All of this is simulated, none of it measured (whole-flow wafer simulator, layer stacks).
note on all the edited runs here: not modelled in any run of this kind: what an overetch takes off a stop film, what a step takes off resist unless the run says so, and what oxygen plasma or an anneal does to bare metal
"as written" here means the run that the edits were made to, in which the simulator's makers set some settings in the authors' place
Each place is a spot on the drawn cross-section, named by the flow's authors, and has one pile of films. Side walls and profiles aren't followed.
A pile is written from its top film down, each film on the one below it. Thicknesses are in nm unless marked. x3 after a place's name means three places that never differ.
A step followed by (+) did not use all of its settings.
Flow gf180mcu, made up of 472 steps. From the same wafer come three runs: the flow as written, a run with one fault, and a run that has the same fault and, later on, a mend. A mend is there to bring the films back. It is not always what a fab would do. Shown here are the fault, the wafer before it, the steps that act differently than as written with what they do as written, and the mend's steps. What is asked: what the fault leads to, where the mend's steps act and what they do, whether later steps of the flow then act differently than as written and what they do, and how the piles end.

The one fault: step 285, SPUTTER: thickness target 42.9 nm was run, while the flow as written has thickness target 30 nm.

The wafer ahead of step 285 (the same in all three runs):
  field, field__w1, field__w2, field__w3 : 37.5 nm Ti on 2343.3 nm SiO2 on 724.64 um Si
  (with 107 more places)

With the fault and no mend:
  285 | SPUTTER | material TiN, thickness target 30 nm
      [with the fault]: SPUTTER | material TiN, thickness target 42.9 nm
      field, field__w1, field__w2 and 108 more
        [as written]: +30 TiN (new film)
        [with the fault]: +42.9 TiN (new film)
  Steps further on in the flow that do not act as written:
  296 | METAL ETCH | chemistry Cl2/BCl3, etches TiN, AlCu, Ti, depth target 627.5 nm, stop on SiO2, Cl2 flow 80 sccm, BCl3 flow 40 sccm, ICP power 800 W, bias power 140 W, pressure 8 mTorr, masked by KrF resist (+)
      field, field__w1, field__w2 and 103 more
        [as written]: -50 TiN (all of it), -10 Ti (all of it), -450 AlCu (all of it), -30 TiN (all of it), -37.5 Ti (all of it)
        [with the fault]: -50 TiN (all of it), -10 Ti (all of it), -450 AlCu (all of it), -42.9 TiN (all of it), -37.5 Ti (all of it)
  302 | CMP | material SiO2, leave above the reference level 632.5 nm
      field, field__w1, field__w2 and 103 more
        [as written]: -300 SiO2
        [with the fault]: -287.1 SiO2
  The piles end different from the flow's at field__w8, contact, m1, m1__w1, m1_nw by more than 2% or 0.5 nm, whichever is larger.
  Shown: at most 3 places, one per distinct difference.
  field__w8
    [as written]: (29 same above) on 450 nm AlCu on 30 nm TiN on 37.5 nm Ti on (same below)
    [with the fault]: (29 same above) on 450 nm AlCu on 42.9 nm TiN on 37.5 nm Ti on (same below)
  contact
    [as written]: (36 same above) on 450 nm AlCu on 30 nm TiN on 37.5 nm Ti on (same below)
    [with the fault]: (36 same above) on 450 nm AlCu on 42.9 nm TiN on 37.5 nm Ti on (same below)

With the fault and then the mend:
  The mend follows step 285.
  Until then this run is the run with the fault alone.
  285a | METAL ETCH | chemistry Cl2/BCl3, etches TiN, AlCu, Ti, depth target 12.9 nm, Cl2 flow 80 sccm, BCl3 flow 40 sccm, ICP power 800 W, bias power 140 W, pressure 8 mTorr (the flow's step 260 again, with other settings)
      field, field__w1, field__w2 and 108 more
        -12.9 TiN
  Later steps of the flow that are run all act as written at every place that is followed.
  At every place that both follow, the piles at the end match the flow's.
